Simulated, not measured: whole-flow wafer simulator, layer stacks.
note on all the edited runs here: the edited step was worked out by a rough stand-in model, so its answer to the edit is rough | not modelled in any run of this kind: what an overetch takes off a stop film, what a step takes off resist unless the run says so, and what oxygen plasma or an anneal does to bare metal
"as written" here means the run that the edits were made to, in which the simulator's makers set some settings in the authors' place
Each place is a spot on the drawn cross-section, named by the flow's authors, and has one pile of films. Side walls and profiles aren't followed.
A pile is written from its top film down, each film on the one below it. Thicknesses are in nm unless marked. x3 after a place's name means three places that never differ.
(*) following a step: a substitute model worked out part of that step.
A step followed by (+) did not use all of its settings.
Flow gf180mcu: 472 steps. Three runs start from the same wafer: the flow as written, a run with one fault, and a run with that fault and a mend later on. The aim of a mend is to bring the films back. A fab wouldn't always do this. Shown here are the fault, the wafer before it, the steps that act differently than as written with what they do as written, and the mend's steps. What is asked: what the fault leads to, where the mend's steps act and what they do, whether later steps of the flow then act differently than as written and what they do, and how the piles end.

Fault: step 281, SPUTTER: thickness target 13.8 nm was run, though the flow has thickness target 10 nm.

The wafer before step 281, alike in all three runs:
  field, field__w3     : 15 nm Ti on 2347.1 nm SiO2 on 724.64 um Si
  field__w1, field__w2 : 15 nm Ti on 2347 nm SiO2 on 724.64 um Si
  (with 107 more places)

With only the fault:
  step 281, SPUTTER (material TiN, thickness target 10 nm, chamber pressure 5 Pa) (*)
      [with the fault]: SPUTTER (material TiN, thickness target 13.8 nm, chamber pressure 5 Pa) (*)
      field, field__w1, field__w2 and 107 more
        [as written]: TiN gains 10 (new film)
        [with the fault]: TiN gains 13.8 (new film)
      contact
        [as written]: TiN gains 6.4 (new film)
        [with the fault]: TiN gains 8.83 (new film)
  Later steps of the flow acting differently than as written (1 more step, not shown, differs only slightly: by at most 2% or 0.5 nm, whichever is larger):
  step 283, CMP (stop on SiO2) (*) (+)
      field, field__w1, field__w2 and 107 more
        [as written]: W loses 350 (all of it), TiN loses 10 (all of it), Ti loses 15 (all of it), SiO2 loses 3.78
        [with the fault]: W loses 350 (all of it), TiN loses 13.8 (all of it), Ti loses 15 (all of it), SiO2 loses 3.82
  The piles end different from the flow's at contact by more than 2% or 0.5 nm, whichever is larger.
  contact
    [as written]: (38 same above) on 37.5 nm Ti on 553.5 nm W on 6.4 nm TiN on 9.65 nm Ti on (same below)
    [with the fault]: (38 same above) on 37.5 nm Ti on 551 nm W on 8.83 nm TiN on 9.65 nm Ti on (same below)

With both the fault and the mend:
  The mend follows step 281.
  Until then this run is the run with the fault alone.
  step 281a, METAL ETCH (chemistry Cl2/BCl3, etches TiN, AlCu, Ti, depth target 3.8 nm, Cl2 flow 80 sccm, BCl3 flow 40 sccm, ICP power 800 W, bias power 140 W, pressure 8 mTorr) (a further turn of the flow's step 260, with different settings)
      field, field__w1, field__w2 and 108 more
        TiN loses 3.8
  Later steps of the flow that are run all act as written at every place that is followed, up to a difference of at most 2% or 0.5 nm, whichever is larger.
  The piles end different from the flow's at contact by more than 2% or 0.5 nm, whichever is larger.
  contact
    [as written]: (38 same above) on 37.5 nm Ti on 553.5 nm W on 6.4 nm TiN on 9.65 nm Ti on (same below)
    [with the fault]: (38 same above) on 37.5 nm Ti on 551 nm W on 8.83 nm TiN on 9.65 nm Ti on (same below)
    [with the mend]: (38 same above) on 37.5 nm Ti on 554.9 nm W on 5.03 nm TiN on 9.65 nm Ti on (same below)
